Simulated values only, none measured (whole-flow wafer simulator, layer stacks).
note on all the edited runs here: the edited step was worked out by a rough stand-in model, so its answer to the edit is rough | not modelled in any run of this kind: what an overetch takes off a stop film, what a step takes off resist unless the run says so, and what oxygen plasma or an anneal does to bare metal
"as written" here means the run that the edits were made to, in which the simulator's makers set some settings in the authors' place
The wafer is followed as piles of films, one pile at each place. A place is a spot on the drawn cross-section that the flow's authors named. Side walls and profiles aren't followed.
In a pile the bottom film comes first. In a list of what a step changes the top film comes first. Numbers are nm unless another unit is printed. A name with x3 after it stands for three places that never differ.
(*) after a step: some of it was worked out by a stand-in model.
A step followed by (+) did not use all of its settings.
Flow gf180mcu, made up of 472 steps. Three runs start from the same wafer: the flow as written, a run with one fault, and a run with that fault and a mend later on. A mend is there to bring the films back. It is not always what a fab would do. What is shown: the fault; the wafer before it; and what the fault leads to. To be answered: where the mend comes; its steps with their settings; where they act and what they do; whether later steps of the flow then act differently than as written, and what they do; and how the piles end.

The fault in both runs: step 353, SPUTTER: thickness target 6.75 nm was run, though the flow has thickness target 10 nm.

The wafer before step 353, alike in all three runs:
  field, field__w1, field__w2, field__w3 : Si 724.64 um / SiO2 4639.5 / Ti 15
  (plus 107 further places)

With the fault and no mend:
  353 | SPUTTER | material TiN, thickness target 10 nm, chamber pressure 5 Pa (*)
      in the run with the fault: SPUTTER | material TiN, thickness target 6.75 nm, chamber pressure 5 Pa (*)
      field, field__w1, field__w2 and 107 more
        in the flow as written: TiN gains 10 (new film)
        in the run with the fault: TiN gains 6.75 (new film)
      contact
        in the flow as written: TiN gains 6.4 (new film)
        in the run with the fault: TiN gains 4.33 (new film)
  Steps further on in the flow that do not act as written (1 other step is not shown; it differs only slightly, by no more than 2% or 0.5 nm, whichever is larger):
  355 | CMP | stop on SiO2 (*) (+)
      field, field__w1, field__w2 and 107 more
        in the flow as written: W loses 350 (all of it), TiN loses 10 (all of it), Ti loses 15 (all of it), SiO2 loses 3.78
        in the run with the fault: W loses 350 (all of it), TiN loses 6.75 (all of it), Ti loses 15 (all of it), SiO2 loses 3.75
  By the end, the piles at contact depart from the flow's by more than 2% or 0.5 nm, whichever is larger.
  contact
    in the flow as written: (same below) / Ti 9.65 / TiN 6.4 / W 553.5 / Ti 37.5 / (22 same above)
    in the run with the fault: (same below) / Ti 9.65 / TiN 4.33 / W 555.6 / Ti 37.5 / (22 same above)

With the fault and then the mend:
  The mend stands after step 353.
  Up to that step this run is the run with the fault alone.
  353a | SPUTTER | material TiN, thickness target 3.25 nm, chamber pressure 5 Pa (*) (a further turn of the flow's step 353, with different settings)
      field, field__w1, field__w2 and 107 more
        TiN gains 3.25
      contact
        TiN gains 2.08
  None of the later steps of the flow acts differently than as written at any place that is followed.
  At every place that both follow, the piles at the end match the flow's.
